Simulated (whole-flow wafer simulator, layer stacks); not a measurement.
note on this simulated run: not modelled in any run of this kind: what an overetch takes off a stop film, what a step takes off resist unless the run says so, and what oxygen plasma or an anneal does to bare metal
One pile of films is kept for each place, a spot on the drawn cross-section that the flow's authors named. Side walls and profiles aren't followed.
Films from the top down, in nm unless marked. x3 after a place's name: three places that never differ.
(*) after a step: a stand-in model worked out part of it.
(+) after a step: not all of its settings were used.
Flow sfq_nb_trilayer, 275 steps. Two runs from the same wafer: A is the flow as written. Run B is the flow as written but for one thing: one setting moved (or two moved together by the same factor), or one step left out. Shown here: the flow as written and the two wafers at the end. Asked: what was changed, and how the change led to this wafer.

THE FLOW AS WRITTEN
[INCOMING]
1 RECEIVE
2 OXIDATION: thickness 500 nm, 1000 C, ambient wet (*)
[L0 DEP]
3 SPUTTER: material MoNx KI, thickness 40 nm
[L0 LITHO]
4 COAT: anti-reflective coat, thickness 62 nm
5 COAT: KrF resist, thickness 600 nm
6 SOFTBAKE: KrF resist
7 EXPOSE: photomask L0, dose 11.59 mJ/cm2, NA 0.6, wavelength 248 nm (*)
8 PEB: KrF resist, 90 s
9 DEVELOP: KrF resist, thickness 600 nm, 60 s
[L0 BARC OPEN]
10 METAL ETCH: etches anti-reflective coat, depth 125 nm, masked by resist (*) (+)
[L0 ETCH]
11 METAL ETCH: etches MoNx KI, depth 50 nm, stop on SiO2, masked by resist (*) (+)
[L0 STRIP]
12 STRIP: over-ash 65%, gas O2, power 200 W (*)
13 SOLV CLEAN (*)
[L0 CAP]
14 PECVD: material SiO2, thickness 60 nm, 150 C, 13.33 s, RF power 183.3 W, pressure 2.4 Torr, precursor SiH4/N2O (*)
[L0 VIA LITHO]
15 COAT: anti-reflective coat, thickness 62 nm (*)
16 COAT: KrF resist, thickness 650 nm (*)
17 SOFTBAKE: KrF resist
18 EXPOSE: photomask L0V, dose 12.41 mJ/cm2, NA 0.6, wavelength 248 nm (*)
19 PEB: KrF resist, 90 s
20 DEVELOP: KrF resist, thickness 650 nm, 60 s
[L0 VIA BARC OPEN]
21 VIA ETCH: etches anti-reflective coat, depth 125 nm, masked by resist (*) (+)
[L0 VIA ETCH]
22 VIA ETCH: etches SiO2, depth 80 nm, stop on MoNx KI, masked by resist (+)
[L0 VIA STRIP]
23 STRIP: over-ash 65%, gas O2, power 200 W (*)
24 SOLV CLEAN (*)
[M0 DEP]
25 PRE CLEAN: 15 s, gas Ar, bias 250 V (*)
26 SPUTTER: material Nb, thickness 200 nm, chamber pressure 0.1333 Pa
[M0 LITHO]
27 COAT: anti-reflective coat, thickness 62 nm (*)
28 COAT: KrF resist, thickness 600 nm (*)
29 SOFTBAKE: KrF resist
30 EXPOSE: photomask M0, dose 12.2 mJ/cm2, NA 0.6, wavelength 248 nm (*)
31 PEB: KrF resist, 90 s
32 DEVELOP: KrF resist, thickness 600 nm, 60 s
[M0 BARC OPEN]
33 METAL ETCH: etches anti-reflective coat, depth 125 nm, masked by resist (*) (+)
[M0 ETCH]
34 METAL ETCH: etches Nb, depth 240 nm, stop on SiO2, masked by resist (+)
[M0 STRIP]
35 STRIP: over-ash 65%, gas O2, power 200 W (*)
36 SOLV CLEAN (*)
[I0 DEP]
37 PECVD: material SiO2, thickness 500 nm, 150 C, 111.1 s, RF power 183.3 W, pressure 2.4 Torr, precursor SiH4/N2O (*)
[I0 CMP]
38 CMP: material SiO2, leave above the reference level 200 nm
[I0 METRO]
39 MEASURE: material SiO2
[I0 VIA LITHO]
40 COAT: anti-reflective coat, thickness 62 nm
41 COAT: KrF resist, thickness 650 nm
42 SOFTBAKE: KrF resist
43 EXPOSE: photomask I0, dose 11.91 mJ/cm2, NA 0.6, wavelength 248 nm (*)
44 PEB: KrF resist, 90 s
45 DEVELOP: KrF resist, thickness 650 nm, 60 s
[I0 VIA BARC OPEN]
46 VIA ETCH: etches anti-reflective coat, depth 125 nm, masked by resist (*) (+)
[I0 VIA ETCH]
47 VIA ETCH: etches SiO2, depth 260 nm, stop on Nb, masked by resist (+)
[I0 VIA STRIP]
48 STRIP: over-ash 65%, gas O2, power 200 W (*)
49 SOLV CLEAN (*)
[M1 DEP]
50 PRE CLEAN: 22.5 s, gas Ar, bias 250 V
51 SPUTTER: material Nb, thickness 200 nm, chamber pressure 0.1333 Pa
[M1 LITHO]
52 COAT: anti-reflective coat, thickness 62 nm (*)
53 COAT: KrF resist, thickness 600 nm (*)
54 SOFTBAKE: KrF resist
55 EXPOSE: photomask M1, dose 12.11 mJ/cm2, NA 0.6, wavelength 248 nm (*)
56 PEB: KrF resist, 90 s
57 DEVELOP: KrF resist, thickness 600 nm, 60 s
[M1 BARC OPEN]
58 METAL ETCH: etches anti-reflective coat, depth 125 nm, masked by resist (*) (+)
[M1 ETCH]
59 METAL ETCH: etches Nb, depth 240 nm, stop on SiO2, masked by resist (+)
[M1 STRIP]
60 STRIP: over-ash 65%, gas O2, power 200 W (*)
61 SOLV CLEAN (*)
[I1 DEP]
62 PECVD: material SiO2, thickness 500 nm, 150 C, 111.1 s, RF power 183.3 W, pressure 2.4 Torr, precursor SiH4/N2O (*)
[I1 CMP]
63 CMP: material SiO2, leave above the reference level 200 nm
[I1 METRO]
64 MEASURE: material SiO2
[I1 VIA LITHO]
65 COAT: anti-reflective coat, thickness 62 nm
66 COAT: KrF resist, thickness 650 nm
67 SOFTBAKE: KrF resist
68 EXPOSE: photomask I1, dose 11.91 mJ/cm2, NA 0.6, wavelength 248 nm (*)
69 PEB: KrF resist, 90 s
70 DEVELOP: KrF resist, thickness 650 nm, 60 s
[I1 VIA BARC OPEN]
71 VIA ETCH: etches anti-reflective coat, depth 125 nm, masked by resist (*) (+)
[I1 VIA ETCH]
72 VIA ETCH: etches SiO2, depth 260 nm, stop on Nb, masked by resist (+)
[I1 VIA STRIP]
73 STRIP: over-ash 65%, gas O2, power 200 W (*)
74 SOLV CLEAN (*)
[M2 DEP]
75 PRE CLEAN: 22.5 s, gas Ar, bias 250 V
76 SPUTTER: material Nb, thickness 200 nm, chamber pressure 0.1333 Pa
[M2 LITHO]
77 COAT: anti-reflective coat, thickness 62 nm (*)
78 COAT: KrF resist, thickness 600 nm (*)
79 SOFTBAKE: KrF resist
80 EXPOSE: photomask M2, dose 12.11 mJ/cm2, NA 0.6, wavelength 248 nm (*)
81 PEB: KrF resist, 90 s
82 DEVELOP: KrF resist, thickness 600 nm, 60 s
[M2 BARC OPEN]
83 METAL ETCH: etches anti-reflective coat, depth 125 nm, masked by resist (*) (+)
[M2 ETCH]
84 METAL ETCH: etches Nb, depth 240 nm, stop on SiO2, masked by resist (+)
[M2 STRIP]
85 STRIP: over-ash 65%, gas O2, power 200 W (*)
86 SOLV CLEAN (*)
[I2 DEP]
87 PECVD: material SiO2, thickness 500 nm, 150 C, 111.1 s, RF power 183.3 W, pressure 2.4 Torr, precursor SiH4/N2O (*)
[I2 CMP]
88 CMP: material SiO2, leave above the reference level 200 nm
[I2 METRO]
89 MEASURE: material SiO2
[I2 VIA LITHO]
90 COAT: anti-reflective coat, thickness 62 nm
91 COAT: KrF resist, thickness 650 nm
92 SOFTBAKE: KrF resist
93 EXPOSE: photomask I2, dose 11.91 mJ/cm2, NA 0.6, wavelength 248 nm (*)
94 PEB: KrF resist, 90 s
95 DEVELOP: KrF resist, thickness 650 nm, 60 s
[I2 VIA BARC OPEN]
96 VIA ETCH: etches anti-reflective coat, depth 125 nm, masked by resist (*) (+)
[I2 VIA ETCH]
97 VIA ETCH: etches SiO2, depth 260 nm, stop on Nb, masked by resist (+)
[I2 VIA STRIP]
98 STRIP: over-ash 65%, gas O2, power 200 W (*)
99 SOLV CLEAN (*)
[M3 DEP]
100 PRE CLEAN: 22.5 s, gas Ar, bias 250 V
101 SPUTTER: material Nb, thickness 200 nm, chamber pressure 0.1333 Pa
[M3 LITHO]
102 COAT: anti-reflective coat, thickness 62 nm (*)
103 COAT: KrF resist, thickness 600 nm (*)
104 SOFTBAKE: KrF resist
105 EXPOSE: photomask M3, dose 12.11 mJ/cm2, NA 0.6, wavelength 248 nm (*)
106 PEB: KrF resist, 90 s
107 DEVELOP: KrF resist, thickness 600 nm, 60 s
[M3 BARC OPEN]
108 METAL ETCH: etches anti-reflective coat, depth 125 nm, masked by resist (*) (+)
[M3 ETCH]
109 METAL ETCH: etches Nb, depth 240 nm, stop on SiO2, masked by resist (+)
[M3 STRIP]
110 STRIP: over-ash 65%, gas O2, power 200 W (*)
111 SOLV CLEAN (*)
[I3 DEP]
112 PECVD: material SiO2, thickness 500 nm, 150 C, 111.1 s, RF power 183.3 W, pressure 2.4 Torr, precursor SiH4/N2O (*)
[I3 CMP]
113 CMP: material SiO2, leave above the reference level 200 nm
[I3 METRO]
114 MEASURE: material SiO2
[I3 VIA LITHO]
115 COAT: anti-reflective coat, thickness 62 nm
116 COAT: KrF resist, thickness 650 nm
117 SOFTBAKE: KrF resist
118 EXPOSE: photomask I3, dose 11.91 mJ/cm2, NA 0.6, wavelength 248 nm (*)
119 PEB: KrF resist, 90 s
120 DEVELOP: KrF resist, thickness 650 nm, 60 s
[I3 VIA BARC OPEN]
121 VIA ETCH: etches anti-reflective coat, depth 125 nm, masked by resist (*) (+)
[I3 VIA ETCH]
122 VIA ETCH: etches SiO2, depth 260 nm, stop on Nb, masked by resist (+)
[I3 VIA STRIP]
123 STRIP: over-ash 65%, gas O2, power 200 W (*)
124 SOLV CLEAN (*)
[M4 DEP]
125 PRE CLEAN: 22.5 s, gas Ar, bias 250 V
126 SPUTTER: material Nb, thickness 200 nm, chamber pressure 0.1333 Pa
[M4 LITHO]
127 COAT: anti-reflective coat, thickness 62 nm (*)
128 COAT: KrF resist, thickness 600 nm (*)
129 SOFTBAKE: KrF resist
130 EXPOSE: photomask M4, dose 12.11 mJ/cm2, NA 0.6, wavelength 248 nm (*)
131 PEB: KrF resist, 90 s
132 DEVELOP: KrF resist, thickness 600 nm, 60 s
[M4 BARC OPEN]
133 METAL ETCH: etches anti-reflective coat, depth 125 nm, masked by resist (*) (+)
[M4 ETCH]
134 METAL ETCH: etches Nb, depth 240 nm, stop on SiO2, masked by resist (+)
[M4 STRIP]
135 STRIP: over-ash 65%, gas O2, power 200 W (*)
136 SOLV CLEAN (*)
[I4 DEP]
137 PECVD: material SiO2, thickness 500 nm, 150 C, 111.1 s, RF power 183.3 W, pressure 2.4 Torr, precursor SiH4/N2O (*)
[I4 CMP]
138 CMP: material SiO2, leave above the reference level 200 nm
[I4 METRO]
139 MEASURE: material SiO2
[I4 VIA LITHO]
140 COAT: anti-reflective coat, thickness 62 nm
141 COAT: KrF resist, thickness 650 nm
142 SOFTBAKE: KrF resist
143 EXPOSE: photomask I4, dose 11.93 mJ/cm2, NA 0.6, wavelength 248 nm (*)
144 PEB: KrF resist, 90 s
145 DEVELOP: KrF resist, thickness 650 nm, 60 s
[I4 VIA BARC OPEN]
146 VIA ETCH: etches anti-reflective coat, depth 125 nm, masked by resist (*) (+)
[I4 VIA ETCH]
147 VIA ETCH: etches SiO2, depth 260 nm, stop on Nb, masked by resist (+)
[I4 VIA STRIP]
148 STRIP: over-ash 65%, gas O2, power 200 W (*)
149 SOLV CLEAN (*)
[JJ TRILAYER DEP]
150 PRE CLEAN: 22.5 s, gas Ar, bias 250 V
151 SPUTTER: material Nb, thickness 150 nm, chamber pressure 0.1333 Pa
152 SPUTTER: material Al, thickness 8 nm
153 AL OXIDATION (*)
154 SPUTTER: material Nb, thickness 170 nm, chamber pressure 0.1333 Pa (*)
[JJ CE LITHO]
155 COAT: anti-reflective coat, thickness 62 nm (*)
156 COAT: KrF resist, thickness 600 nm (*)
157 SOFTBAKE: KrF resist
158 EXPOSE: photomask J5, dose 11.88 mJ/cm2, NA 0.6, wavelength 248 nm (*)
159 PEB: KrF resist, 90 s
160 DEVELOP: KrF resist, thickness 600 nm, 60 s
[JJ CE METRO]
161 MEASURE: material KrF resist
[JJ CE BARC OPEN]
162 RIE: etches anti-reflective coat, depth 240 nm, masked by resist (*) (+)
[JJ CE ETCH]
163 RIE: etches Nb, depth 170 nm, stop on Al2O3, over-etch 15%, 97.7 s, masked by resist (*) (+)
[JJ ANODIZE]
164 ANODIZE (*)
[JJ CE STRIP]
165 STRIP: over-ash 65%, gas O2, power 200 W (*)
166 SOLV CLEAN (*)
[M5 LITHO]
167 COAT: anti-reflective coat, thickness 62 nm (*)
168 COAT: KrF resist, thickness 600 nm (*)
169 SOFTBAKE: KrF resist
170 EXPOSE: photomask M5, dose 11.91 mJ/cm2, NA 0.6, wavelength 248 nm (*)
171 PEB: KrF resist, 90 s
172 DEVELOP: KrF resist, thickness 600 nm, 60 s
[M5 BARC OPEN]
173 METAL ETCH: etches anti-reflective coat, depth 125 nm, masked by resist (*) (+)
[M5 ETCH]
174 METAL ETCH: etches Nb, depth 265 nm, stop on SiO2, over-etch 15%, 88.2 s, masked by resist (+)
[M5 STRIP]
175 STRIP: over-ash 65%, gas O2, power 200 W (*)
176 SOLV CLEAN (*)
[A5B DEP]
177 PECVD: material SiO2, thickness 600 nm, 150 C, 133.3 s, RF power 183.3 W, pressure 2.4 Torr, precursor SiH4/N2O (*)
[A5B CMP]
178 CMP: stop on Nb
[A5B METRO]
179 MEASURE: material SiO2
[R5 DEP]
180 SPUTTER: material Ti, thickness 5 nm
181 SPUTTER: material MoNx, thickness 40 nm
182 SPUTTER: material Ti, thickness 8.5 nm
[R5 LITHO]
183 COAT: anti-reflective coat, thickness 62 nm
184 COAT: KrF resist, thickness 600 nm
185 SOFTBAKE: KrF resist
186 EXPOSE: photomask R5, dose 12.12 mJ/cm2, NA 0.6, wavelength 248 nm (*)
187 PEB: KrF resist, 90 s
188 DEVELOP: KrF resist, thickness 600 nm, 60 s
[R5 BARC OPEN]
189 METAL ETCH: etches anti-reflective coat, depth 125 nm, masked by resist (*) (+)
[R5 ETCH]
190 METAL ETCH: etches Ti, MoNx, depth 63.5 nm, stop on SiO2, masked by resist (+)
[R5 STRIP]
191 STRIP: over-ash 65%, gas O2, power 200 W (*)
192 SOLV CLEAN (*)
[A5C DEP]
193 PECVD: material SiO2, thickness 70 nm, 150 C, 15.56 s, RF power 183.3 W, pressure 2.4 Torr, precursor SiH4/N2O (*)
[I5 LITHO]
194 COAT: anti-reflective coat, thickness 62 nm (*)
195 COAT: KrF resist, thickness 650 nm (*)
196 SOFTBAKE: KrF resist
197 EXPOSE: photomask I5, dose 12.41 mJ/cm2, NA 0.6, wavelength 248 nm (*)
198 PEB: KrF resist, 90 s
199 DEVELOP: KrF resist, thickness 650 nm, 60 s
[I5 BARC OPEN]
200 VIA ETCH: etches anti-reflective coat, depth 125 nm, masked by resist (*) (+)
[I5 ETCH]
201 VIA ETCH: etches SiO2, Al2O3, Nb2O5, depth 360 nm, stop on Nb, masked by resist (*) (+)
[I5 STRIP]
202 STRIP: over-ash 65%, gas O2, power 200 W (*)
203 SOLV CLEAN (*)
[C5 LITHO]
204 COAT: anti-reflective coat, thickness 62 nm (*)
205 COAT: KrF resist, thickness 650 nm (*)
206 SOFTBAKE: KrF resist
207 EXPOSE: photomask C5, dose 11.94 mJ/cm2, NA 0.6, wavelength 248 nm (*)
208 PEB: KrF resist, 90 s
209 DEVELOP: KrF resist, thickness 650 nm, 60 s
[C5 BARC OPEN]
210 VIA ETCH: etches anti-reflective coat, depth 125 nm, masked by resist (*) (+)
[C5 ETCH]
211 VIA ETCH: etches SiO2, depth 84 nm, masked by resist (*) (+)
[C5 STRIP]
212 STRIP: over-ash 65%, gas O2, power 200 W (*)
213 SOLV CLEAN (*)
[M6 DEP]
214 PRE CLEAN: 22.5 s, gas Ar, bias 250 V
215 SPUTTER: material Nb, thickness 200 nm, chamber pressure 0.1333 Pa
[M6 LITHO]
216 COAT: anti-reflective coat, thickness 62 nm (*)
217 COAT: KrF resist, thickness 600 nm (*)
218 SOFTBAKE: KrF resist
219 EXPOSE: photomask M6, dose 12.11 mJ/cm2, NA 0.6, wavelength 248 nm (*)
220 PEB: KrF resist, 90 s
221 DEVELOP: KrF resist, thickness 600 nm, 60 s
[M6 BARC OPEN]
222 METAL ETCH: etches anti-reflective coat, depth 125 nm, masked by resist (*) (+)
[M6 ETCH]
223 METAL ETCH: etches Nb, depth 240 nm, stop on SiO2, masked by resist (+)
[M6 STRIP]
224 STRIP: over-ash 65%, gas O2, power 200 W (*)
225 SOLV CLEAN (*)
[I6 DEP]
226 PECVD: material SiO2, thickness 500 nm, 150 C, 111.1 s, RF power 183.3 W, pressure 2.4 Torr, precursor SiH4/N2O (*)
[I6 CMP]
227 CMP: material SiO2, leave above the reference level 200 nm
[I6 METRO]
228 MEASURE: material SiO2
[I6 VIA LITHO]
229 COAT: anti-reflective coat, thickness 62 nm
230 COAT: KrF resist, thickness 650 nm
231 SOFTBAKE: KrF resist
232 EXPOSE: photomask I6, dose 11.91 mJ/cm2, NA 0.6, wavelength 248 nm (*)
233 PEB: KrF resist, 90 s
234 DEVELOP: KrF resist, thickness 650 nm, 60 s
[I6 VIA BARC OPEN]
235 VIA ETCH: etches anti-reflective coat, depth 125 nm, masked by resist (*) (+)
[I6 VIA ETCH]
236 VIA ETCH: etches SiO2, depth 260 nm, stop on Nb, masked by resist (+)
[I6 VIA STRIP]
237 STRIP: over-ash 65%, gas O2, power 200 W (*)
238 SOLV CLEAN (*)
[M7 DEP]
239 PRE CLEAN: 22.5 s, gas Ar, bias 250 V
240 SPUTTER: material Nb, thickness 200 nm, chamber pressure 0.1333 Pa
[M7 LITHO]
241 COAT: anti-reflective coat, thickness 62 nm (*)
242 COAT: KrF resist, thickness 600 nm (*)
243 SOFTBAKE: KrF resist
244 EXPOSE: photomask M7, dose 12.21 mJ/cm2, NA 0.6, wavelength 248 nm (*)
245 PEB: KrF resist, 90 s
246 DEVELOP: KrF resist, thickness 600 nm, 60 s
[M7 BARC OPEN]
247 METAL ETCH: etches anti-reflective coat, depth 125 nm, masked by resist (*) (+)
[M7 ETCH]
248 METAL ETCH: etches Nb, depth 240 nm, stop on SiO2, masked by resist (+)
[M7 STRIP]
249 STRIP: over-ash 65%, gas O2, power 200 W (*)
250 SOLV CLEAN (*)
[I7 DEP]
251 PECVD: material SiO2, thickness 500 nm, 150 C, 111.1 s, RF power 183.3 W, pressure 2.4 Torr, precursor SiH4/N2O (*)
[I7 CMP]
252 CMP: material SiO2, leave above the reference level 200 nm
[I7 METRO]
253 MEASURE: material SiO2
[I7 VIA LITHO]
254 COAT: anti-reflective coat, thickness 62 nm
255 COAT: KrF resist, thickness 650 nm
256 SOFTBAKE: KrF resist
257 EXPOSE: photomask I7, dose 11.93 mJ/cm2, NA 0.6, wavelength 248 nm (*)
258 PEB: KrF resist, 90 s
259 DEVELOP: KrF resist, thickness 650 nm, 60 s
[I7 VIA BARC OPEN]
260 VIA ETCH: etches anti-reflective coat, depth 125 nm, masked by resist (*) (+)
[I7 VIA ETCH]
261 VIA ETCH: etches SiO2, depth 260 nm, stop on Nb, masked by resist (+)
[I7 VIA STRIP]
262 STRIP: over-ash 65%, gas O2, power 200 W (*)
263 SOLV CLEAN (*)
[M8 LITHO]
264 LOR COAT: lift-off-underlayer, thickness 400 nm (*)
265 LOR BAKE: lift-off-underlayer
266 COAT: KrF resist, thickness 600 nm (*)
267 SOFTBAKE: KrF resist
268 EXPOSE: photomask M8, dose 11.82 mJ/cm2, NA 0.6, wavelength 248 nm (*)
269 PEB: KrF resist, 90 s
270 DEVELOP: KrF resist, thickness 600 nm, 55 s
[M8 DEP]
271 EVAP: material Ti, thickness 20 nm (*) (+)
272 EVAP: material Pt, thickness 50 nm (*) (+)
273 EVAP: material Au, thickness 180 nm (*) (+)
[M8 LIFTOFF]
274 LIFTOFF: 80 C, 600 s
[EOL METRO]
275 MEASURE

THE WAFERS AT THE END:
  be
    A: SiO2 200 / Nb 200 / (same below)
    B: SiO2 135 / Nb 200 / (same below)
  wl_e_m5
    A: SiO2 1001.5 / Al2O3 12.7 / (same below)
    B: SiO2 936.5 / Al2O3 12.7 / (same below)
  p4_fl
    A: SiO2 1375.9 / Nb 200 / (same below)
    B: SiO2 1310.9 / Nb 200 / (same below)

The cause: step 252, CMP: leave above the reference level 135 nm was run, where the flow has leave above the reference level 200 nm.
It can be read off the wafer: be has SiO2 135, and step 252 as written asks for 200 nm.

How the change led to this, step by step:
  252 CMP: material SiO2, leave above the reference level 200 nm
      field_l, p4_fl, p4_fm and 56 more: A SiO2 -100 | B SiO2 -165
      v_sur, via_wl, via_w and 37 more: A SiO2 -300 | B SiO2 -365
      (and at 7 more places)
  261 VIA ETCH: etches SiO2, depth 260 nm, stop on Nb, masked by resist (+)
      field_l, v_sur, via_sp and 100 more: A KrF resist -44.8 | B KrF resist -34.9
      via_wl, via_w, via_wr: A SiO2 -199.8 (all of it) | B SiO2 -134.8 (all of it)
  264 LOR COAT: lift-off-underlayer, thickness 400 nm (*)
      via_wl, via_wr: A lift-off-underlayer +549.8 (new film) | B lift-off-underlayer +501.1 (new film)
      v_sur: A lift-off-underlayer +369.4 (new film) | B lift-off-underlayer +379.4 (new film)
      (and at 1 more place)
  270 DEVELOP: KrF resist, thickness 600 nm, 55 s
      v_sur: A KrF resist -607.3 (all of it), lift-off-underlayer -369.4 (all of it) | B KrF resist -604.5 (all of it), lift-off-underlayer -379.4 (all of it)
      via_wl: A KrF resist -623.9 (all of it), lift-off-underlayer -549.8 (all of it) | B KrF resist -615.7 (all of it), lift-off-underlayer -501.1 (all of it)
      (and at 2 more places)
